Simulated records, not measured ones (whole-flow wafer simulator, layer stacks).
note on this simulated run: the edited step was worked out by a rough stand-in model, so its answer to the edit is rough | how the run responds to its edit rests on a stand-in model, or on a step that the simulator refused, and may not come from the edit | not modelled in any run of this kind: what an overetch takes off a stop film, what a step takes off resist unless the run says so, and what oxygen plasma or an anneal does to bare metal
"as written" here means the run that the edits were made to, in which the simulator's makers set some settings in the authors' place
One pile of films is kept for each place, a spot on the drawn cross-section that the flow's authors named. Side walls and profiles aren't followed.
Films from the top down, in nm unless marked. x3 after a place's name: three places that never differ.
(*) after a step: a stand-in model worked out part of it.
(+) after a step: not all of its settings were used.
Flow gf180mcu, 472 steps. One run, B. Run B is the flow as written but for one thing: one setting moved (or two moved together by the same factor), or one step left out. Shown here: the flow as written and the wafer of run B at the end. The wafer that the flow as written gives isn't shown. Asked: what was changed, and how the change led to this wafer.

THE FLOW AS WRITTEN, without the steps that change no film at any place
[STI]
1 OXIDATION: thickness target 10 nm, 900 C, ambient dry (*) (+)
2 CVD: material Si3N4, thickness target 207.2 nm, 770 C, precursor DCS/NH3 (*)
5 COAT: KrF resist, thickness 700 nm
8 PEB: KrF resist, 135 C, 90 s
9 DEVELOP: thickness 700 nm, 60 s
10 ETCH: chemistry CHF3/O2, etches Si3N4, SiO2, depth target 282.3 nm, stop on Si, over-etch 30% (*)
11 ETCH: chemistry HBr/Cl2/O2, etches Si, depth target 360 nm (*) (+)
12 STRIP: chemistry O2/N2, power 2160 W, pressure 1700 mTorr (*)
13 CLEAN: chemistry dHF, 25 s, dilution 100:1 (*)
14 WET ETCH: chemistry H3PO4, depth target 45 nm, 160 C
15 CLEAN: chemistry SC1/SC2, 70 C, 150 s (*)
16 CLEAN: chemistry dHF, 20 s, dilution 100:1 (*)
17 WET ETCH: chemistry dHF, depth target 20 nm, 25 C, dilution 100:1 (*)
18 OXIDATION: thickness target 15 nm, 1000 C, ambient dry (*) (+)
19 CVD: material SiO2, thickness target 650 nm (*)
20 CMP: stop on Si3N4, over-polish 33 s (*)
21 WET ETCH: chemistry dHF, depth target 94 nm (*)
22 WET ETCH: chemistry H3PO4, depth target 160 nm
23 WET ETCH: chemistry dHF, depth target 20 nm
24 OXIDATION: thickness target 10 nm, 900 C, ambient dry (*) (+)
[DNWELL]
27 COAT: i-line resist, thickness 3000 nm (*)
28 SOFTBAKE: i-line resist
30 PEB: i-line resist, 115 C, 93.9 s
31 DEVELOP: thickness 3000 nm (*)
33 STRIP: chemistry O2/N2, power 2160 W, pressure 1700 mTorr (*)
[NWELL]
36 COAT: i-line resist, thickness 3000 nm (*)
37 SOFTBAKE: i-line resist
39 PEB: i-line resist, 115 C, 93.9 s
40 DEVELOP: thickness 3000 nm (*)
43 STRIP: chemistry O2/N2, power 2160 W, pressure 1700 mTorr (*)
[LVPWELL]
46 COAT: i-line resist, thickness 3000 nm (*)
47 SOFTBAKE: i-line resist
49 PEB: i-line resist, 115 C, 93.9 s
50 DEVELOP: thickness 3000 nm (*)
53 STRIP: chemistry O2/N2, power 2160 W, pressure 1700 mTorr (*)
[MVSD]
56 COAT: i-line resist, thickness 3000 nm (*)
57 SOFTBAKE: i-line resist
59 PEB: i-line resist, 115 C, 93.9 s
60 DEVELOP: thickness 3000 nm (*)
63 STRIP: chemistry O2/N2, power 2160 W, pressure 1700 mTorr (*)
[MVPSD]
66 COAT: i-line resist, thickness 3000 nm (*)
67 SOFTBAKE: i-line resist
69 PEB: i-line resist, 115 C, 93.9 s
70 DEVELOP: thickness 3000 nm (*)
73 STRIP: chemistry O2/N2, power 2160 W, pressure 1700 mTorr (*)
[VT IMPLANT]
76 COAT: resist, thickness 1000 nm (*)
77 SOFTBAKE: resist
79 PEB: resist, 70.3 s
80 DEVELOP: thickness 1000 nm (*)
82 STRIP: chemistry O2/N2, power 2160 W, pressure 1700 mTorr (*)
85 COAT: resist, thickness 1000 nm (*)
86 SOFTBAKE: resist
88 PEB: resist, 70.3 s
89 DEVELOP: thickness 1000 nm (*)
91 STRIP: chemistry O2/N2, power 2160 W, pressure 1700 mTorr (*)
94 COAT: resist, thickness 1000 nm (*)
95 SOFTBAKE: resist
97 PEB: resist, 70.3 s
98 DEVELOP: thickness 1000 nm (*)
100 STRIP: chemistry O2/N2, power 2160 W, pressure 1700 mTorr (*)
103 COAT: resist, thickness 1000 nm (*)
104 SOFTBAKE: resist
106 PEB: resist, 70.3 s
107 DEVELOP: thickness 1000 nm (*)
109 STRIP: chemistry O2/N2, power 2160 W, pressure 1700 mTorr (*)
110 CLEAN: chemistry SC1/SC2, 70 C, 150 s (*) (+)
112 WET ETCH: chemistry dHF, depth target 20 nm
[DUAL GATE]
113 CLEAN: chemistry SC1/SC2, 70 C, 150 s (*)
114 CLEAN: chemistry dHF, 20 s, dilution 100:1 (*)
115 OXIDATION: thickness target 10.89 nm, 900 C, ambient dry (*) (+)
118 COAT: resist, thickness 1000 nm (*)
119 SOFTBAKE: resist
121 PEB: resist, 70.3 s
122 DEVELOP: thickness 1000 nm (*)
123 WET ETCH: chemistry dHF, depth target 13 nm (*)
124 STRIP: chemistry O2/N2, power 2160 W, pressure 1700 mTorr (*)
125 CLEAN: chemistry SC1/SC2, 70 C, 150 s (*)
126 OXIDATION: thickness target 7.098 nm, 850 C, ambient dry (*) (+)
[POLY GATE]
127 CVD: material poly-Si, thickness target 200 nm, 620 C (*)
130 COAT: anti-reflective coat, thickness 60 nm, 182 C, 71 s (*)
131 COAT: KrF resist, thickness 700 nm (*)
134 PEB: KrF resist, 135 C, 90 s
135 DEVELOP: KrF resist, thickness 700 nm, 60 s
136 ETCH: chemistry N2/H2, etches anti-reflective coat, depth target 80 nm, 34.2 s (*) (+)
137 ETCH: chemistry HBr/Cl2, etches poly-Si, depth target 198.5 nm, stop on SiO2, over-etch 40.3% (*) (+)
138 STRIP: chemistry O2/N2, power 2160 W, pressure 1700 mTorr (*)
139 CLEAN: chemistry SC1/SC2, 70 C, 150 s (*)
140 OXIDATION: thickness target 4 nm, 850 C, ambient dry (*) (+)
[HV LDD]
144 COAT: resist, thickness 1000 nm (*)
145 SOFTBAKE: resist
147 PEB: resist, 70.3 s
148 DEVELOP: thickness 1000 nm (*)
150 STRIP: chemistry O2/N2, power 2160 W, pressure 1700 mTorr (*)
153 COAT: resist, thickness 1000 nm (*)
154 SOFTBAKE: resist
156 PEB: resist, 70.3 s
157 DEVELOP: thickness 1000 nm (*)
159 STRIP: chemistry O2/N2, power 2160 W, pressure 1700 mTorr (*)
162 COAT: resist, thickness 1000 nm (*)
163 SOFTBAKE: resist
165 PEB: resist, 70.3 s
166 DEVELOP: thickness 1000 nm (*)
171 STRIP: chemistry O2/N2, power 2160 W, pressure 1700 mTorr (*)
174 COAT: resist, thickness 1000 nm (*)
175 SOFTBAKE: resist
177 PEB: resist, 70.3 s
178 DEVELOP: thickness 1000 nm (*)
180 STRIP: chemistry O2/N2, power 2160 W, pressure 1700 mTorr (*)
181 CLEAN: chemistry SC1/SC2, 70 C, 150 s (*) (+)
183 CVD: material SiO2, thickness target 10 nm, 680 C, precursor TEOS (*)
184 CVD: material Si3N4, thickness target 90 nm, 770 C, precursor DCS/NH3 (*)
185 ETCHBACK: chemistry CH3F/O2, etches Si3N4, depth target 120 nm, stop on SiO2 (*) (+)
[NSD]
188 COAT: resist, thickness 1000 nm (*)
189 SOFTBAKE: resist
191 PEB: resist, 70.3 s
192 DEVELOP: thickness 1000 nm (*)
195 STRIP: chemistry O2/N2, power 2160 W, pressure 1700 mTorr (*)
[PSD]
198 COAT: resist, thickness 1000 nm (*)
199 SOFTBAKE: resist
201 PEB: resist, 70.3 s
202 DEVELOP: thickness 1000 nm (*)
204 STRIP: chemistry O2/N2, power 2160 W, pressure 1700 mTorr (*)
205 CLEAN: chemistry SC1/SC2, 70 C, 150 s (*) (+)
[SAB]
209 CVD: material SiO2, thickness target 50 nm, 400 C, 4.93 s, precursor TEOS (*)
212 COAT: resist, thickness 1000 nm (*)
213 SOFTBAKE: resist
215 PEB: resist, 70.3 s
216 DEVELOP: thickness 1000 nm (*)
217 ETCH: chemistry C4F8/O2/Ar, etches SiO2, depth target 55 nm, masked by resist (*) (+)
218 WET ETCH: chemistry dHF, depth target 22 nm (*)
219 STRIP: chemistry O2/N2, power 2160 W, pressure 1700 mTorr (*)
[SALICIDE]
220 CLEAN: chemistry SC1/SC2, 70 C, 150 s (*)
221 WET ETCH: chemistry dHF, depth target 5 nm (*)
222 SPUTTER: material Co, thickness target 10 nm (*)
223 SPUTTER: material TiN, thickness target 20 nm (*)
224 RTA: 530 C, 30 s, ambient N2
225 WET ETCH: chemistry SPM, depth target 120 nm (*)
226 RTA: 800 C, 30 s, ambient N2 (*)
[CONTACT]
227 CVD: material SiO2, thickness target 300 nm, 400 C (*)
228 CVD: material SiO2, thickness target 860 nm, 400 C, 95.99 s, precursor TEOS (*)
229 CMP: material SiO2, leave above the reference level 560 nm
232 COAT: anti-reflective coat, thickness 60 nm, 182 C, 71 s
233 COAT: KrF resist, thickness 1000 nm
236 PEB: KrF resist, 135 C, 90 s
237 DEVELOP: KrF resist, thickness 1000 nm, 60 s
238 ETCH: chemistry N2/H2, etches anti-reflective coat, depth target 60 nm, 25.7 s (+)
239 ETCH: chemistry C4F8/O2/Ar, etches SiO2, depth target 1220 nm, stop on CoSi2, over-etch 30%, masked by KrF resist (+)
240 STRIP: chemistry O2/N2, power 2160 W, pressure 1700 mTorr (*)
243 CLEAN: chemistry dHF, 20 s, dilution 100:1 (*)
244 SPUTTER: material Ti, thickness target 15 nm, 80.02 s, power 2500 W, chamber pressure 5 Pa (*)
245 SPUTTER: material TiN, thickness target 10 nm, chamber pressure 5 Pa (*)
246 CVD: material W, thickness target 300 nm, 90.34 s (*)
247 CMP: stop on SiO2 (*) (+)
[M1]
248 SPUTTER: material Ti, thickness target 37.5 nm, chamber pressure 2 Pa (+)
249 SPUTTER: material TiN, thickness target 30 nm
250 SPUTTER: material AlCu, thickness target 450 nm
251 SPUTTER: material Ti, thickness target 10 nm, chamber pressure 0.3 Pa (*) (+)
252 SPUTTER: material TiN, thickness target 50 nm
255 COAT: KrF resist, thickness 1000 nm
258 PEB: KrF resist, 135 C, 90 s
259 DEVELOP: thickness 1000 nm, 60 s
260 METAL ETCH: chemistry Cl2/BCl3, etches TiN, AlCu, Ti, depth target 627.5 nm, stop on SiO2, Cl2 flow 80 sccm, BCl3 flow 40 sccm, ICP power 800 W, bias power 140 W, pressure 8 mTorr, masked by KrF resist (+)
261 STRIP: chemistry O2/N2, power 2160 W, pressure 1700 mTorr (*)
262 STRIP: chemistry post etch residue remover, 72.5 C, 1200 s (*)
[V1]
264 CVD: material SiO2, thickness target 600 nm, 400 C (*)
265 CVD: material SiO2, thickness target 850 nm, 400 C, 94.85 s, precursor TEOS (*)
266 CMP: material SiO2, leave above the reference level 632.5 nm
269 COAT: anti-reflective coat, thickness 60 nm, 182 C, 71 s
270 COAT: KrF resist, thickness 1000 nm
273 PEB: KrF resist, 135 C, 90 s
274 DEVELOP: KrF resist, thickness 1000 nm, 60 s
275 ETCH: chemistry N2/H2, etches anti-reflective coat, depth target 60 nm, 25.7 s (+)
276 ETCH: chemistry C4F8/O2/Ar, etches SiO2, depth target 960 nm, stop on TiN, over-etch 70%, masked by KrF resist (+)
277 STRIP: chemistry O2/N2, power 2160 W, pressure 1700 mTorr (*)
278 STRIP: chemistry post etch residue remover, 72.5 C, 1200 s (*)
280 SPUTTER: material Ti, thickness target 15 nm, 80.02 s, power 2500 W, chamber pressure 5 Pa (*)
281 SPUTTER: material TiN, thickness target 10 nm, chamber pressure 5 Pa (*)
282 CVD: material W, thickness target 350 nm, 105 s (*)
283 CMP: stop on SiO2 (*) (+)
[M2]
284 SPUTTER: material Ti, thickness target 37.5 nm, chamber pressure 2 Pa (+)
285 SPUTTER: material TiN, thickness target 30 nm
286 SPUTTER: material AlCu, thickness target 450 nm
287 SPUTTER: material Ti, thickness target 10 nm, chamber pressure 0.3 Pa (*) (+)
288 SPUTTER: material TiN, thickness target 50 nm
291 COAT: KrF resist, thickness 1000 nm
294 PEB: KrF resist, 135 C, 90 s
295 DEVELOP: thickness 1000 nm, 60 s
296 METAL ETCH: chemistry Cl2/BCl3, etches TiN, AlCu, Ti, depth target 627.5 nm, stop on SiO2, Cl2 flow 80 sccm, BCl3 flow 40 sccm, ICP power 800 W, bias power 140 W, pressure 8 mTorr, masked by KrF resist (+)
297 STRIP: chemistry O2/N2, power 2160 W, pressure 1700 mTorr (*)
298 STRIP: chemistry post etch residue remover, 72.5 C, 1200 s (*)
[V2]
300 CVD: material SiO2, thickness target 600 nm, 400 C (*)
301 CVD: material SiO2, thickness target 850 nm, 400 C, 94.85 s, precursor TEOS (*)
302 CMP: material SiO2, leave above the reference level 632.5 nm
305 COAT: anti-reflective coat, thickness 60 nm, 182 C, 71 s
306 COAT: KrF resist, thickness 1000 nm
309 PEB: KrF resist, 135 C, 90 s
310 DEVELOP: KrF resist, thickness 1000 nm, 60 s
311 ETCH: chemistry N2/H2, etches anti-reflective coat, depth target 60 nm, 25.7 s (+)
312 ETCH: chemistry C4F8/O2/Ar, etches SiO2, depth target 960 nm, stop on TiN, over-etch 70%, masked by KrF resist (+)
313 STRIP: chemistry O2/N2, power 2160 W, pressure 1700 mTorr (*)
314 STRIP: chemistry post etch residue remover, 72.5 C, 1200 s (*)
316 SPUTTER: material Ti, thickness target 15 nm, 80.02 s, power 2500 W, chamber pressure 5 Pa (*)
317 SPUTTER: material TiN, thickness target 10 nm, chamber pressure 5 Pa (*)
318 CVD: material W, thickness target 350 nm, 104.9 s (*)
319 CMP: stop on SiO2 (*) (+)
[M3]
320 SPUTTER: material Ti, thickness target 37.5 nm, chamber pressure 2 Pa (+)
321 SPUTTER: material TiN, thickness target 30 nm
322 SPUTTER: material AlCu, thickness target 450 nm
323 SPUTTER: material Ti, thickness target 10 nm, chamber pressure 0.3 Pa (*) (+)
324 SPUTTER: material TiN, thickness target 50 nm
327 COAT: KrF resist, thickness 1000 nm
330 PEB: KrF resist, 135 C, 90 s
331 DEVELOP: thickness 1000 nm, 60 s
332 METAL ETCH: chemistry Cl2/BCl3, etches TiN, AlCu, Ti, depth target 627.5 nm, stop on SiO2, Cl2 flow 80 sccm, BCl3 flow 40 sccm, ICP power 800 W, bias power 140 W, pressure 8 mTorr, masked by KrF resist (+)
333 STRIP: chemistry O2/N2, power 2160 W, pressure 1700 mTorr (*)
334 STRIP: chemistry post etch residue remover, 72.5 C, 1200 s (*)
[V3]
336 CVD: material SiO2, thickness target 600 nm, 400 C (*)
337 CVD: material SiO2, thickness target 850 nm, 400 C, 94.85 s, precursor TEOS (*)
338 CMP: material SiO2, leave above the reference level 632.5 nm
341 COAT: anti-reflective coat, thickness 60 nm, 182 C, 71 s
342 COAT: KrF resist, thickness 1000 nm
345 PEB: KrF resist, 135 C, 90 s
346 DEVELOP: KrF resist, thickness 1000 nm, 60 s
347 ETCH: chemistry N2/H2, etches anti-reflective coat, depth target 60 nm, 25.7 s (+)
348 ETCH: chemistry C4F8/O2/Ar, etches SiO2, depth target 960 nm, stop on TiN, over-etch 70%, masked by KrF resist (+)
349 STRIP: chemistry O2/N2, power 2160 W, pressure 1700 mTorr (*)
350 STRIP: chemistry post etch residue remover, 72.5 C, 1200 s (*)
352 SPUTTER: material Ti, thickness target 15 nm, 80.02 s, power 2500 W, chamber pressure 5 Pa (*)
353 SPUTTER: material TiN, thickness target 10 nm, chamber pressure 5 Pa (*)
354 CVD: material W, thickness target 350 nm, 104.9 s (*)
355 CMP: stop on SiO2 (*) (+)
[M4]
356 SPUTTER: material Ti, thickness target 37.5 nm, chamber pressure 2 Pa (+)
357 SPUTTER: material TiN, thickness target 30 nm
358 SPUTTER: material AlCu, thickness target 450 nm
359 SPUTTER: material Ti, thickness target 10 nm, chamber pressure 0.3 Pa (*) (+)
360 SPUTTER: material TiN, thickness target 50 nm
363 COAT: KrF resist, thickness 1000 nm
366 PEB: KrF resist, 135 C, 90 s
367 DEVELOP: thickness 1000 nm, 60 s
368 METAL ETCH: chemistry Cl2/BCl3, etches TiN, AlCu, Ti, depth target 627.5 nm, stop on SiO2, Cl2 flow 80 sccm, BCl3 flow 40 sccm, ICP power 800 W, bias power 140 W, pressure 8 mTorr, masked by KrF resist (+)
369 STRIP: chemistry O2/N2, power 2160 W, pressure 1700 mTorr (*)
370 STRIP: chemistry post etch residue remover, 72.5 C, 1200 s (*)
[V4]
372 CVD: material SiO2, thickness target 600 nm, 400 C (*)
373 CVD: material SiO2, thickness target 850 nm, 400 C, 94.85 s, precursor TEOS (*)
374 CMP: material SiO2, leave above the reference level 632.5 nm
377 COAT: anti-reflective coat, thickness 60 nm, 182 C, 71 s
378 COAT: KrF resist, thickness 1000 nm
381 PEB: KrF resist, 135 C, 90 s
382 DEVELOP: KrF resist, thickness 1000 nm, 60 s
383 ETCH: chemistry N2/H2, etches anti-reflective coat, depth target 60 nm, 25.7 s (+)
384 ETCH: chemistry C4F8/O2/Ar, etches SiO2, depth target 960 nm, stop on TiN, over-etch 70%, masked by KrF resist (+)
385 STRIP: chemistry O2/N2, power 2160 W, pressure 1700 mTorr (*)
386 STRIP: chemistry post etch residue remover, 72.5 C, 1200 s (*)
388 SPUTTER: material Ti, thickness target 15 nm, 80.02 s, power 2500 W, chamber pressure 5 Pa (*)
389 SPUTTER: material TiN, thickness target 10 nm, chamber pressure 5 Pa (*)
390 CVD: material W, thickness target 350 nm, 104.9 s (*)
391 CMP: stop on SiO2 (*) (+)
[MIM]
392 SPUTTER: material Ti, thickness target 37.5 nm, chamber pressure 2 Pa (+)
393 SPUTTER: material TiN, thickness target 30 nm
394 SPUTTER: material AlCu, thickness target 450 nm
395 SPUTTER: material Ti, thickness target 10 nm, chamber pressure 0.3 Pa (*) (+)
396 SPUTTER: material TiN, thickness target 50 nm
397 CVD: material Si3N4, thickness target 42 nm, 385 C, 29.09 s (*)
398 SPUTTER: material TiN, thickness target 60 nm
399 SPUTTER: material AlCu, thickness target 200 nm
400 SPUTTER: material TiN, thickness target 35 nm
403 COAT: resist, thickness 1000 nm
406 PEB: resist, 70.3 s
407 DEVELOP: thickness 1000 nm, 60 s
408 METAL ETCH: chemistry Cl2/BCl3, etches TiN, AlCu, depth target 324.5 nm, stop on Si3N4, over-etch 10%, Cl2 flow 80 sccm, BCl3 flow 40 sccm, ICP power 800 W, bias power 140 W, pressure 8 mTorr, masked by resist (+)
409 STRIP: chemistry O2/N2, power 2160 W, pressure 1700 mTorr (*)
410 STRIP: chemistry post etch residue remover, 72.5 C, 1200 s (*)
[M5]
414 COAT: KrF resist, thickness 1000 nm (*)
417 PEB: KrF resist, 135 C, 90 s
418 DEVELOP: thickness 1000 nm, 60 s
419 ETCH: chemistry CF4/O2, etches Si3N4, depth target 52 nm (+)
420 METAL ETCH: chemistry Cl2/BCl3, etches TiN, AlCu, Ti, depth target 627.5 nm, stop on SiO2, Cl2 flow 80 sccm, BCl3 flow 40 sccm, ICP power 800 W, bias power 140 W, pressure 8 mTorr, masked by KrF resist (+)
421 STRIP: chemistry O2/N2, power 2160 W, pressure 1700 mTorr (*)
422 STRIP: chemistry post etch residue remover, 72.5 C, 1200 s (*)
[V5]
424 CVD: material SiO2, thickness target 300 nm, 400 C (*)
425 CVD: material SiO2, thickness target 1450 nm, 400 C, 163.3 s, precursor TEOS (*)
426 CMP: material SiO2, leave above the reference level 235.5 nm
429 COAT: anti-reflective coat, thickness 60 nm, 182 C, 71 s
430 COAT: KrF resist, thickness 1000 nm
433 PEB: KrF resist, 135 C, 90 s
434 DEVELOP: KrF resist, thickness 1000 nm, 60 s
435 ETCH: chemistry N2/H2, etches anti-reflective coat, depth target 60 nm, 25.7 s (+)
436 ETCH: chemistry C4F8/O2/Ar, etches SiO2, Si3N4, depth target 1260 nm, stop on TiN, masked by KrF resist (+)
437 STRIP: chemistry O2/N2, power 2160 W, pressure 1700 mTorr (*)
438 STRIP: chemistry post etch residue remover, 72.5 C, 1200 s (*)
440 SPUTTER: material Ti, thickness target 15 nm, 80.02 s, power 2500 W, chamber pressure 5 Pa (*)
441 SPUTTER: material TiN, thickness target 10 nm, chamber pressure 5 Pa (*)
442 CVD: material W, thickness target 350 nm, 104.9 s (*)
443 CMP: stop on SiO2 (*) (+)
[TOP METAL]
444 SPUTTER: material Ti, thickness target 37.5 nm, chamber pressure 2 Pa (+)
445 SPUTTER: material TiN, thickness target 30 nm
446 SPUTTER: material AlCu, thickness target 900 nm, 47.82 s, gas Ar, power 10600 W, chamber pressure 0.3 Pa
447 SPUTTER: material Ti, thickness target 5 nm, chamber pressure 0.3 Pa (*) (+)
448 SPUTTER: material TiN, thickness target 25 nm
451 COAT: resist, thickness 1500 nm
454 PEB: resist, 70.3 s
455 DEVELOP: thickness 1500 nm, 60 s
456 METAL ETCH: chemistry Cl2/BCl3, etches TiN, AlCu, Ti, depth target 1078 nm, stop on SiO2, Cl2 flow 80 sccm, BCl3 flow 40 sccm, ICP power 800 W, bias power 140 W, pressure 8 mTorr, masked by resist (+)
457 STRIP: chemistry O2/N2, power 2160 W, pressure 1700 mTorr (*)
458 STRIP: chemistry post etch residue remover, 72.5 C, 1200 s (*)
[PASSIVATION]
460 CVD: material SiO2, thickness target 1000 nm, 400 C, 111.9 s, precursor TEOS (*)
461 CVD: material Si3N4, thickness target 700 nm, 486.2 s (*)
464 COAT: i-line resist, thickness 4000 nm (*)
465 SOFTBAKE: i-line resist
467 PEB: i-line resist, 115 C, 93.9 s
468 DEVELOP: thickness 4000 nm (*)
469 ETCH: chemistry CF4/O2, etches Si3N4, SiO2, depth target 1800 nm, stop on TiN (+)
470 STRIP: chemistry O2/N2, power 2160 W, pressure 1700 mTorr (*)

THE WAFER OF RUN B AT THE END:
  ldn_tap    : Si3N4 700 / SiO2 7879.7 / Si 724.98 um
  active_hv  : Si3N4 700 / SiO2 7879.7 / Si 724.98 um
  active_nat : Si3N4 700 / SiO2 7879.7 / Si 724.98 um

The cause: step 217, ETCH: depth target 22.5 nm was run, where the flow has depth target 55 nm.

How the change led to this, step by step:
  217 ETCH: chemistry C4F8/O2/Ar, etches SiO2, depth target 55 nm, masked by resist (*) (+)
      spacer: SiO2 -22.5 (as written it would be: SiO2 -50 (all of it), Si3N4 -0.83)
      field, field__w1, field__w2 and 96 more: SiO2 -22.5 (as written it would be: SiO2 -55)
      (and at 11 more places)
  218 WET ETCH: chemistry dHF, depth target 22 nm (*)
      ldn_tap, ldn_src, ldn_drn, ldp_tap, ldp_src, ldp_drn, ldp_gr: SiO2 -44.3 (as written it would be: SiO2 -16 (all of it))
      ld_drn_n, ld_sd_p: SiO2 -43.4 (as written it would be: SiO2 -14.8 (all of it))
      (and at 91 more places)
  219 STRIP: chemistry O2/N2, power 2160 W, pressure 1700 mTorr (*)
      active_hv, active_nat, ld_sd_n and 11 more: nothing (as written it would be: chemical SiO2 +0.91 (new film), Si -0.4)
  221 WET ETCH: chemistry dHF, depth target 5 nm (*)
      active_hv, active_nat, ld_sd_n and 10 more: SiO2 -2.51 (as written it would be: chemical SiO2 -0.76 (all of it))
      ld_drn_p: SiO2 -2.73 (all of it) (as written it would be: chemical SiO2 -0.76 (all of it))
  223 SPUTTER: material TiN, thickness target 20 nm (*)
      field__w12: TiN +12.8 (new film) (as written it would be: TiN +12 (new film))
      ld_sd_n: TiN +16.2 (new film) (as written it would be: TiN +15.5 (new film))
  224 RTA: 530 C, 30 s, ambient N2
      ldn_tap, ldn_src, ldn_drn, ldp_tap, ldp_src, ldp_drn, ldp_gr: nothing (as written it would be: under 1 film: CoSi +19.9 (new film), Co -10 (all of it), Si -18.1)
      active_hv: nothing (as written it would be: under 1 film: CoSi +19 (new film), Co -9.55 (all of it), Si -17.3)
      (and at 5 more places)
  225 WET ETCH: chemistry SPM, depth target 120 nm (*)
      ldn_tap, ldn_src, ldn_drn, ldp_tap, ldp_src, ldp_drn, ldp_gr: TiN -20 (all of it), Co -10 (all of it) (as written it would be: TiN -20 (all of it))
      active_hv: TiN -19 (all of it), Co -9.55 (all of it) (as written it would be: TiN -19 (all of it))
      (and at 6 more places)
  226 RTA: 800 C, 30 s, ambient N2 (*)
      ldn_tap, ldn_src, ldn_drn, ldp_tap, ldp_src, ldp_drn, ldp_gr: nothing (as written it would be: CoSi2 +35 (new film), CoSi -19.9 (all of it), Si -18.1)
      active_hv: nothing (as written it would be: CoSi2 +33.4 (new film), CoSi -19 (all of it), Si -17.3)
      (and at 5 more places)
  227 CVD: material SiO2, thickness target 300 nm, 400 C (*)
      active_hv, active_nat, ld_sd_n and 10 more: SiO2 +300 (as written it would be: SiO2 +300 (new film))
  229 CMP: material SiO2, leave above the reference level 560 nm
      ldn_sep__w1, ldn_sep__w2, ldn_dft and 8 more: SiO2 -322.8 (as written it would be: SiO2 -311)
      sti, mim_1p0, pad, dice_street, iso_nw_fld, iso_fld_sub: SiO2 -308.6 (as written it would be: SiO2 -296.8)
      (and at 34 more places)
Counting metal films that touch as one body, ldn_tap has 0 bodies; the flow as written gives 1 body.
Counting metal films that touch as one body, active_hv has 0 bodies; the flow as written gives 1 body.
Counting metal films that touch as one body, active_nat has 0 bodies; the flow as written gives 1 body.
